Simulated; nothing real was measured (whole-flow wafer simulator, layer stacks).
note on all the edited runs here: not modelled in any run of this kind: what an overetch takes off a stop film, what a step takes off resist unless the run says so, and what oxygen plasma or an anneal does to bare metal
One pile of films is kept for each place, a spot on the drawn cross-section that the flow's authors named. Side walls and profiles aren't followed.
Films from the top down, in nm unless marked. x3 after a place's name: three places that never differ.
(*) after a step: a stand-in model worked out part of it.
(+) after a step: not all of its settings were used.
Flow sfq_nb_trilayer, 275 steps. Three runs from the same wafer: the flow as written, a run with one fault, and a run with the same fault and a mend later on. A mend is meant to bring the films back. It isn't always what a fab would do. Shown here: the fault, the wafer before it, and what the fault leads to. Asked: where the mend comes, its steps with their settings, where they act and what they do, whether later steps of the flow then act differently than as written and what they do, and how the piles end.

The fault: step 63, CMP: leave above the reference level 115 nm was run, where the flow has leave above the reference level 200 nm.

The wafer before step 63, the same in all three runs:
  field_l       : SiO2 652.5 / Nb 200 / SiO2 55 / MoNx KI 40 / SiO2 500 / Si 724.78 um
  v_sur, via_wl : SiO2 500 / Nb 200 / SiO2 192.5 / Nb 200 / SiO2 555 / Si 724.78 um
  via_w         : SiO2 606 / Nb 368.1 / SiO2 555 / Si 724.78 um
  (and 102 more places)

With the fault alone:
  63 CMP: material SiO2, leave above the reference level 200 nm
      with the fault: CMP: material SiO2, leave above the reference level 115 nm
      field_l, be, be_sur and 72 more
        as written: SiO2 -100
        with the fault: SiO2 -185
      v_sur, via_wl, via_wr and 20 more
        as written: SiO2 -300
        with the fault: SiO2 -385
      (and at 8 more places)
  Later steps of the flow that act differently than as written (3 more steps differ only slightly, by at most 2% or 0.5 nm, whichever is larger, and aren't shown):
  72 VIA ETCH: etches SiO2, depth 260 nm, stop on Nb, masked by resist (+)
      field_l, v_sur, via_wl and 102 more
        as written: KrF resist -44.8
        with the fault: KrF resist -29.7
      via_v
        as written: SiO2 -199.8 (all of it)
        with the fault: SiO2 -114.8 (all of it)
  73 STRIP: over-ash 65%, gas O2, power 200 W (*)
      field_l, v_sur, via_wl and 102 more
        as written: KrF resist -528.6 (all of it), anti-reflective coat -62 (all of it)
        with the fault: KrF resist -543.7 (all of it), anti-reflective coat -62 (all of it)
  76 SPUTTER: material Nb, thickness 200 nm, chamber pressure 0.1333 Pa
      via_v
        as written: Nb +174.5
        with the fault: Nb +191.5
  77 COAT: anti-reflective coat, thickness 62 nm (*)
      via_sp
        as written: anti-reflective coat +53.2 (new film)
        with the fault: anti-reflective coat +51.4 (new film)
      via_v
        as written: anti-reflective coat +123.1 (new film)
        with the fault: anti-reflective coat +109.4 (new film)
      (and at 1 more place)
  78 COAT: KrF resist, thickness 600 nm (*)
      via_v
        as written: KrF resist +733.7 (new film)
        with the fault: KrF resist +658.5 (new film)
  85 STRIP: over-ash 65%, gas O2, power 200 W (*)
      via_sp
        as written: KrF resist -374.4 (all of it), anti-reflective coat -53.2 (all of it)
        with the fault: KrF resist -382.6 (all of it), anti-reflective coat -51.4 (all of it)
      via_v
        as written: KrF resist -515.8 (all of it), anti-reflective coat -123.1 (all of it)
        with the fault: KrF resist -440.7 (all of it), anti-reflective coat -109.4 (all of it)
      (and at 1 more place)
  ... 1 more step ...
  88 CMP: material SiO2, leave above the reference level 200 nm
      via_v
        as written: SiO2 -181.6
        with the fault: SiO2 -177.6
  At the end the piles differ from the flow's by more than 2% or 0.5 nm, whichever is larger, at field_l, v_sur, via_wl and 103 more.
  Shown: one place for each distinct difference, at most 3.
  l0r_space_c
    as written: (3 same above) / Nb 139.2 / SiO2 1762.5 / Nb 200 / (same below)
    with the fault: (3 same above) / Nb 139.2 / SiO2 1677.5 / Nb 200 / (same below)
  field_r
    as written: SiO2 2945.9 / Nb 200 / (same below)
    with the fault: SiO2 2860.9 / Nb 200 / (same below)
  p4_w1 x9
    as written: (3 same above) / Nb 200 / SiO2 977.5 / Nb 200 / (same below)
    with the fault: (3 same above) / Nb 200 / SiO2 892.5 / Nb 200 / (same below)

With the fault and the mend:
  The mend comes after step 64.
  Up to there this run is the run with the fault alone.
  64a PECVD: material SiO2, thickness 85 nm, 150 C, 18.89 s, RF power 183.3 W, pressure 2.4 Torr, precursor SiH4/N2O (the flow's step 62 once more, with other settings)
      field_l, v_sur, via_wl and 103 more
        SiO2 +85
  No later step of the flow acts differently than as written at any place that is followed.
  At the end the piles are the same as the flow's at every place that both follow.
